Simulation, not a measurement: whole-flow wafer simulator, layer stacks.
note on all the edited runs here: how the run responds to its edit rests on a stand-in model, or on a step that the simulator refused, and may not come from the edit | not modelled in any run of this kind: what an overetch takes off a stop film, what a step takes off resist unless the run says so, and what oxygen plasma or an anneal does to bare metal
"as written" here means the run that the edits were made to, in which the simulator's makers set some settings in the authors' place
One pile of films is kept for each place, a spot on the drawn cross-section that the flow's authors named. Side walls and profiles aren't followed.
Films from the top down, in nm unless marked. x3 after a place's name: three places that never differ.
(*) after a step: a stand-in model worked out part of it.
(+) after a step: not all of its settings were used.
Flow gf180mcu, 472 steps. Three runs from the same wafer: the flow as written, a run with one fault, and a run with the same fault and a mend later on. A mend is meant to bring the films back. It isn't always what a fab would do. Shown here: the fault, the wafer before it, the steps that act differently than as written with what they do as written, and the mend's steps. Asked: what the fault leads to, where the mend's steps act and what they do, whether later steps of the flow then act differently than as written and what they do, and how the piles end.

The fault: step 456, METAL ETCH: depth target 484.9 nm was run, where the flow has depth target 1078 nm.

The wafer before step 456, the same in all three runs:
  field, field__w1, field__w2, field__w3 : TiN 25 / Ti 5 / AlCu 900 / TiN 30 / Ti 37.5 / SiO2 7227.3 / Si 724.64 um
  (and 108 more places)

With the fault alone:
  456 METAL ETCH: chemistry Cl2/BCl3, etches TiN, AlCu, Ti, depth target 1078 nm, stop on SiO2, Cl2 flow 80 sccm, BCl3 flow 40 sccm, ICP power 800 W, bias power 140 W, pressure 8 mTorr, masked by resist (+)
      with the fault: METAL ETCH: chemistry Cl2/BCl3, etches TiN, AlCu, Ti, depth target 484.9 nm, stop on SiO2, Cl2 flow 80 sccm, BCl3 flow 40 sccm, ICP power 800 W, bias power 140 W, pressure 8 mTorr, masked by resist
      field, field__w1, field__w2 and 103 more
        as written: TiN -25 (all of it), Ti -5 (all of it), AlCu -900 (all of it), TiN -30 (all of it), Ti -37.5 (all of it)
        with the fault: TiN -25 (all of it), Ti -5 (all of it), AlCu -454.9
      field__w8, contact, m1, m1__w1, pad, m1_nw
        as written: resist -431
        with the fault: resist -194
  Later steps of the flow that act differently than as written:
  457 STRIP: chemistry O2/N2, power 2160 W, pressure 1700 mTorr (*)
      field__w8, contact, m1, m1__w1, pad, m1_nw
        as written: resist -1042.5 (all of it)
        with the fault: resist -1279.5 (all of it)
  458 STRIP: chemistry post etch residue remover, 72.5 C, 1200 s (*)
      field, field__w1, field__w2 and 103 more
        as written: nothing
        with the fault: AlCu -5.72
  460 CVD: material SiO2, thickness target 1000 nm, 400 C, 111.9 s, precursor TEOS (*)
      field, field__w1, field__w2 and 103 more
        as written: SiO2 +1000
        with the fault: SiO2 +1000 (new film)
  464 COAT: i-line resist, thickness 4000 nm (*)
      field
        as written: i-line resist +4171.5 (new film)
        with the fault: i-line resist +4069.8 (new film)
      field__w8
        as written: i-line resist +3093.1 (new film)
        with the fault: i-line resist +3547.4 (new film)
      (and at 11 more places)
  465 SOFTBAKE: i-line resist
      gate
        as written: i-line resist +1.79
        with the fault: i-line resist -1.2
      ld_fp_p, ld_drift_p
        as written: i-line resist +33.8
        with the fault: i-line resist +13
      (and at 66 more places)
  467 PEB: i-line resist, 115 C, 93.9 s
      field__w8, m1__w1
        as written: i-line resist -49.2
        with the fault: i-line resist -58.5
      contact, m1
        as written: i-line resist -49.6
        with the fault: i-line resist -58.7
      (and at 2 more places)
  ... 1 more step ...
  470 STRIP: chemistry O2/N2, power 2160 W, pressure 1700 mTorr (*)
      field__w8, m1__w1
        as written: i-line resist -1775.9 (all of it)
        with the fault: i-line resist -2261.9 (all of it)
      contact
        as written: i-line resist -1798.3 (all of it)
        with the fault: i-line resist -2269.7 (all of it)
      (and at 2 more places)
  At the end the piles differ from the flow's by more than 2% or 0.5 nm, whichever is larger, at field, field__w1, field__w2 and 103 more.
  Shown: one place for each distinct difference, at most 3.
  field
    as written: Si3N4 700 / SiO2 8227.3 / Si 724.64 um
    with the fault: Si3N4 700 / SiO2 1000 / AlCu 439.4 / TiN 30 / Ti 37.5 / SiO2 7227.3 / Si 724.64 um
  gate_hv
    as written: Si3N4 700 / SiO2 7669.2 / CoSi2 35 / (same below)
    with the fault: Si3N4 700 / SiO2 1000 / AlCu 439.4 / TiN 30 / Ti 37.5 / SiO2 6669.2 / CoSi2 35 / (same below)
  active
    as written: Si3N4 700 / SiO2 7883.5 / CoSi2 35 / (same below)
    with the fault: Si3N4 700 / SiO2 1000 / AlCu 439.4 / TiN 30 / Ti 37.5 / SiO2 6883.5 / CoSi2 35 / (same below)

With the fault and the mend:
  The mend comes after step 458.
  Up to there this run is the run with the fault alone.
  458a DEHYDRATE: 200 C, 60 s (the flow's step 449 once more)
      changes no film at any place that is followed
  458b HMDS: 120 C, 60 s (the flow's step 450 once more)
      changes no film at any place that is followed
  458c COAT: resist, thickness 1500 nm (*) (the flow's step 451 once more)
      iso_ptap_pw, iso_ntap_nw, iso_nw_fld and 33 more
        resist +1500 (new film)
      field__w10, field_sub, field_sub__w2 and 9 more
        resist +1506.5 (new film)
      field_sub__w1, field_sub__w5, ld_fp_n and 6 more
        resist +1506.6 (new film)
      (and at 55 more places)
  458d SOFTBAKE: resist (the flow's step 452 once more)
      field__w5, field__w9
        resist -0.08
      field__w6, field_sub__w5
        resist -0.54
      field__w7, ld_gate_n
        resist -0.76
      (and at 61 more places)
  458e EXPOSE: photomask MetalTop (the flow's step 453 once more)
      changes no film at any place that is followed
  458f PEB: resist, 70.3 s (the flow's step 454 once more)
      field__w2, field__w3, field__w5 and 45 more
        resist -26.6
      iso_ptap_pw, iso_ntap_nw, iso_nw_fld and 33 more
        resist -26.5
      field__w10, active, gate, active_hv, gate_nat, gate_hv5
        resist -26.7
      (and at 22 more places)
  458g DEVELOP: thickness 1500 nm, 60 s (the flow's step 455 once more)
      iso_ptap_pw, iso_ntap_nw, iso_nw_fld and 33 more
        resist -1473.5 (all of it)
      field__w7, field__w11, field__w13 and 8 more
        resist -1480.2 (all of it)
      field__w6, field_sub__w4, ld_acc_p, ld_fp_p, ld_drift_p, ld_drn_p
        resist -1479.7 (all of it)
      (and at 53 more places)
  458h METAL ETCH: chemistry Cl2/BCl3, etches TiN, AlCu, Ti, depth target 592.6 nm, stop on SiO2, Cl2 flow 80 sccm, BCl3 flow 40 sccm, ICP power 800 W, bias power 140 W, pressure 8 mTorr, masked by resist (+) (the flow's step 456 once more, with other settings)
      field, field__w1, field__w2 and 103 more
        AlCu -439.4 (all of it), TiN -30 (all of it), Ti -37.5 (all of it)
      field__w8, contact, m1, m1__w1, pad, m1_nw
        resist -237
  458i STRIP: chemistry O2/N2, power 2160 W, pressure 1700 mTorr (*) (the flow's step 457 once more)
      field__w8
        resist -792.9 (all of it)
      contact
        resist -791.7 (all of it)
      m1
        resist -791.8 (all of it)
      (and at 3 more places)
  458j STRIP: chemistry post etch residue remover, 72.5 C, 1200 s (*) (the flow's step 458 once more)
      field__w8, contact, m1, m1__w1, pad, m1_nw
        TiN -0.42
  No later step of the flow acts differently than as written, at any place that is followed, by more than 2% or 0.5 nm, whichever is larger.
  At the end the piles differ from the flow's only slightly at the places that both follow, by at most 2% or 0.5 nm, whichever is larger.
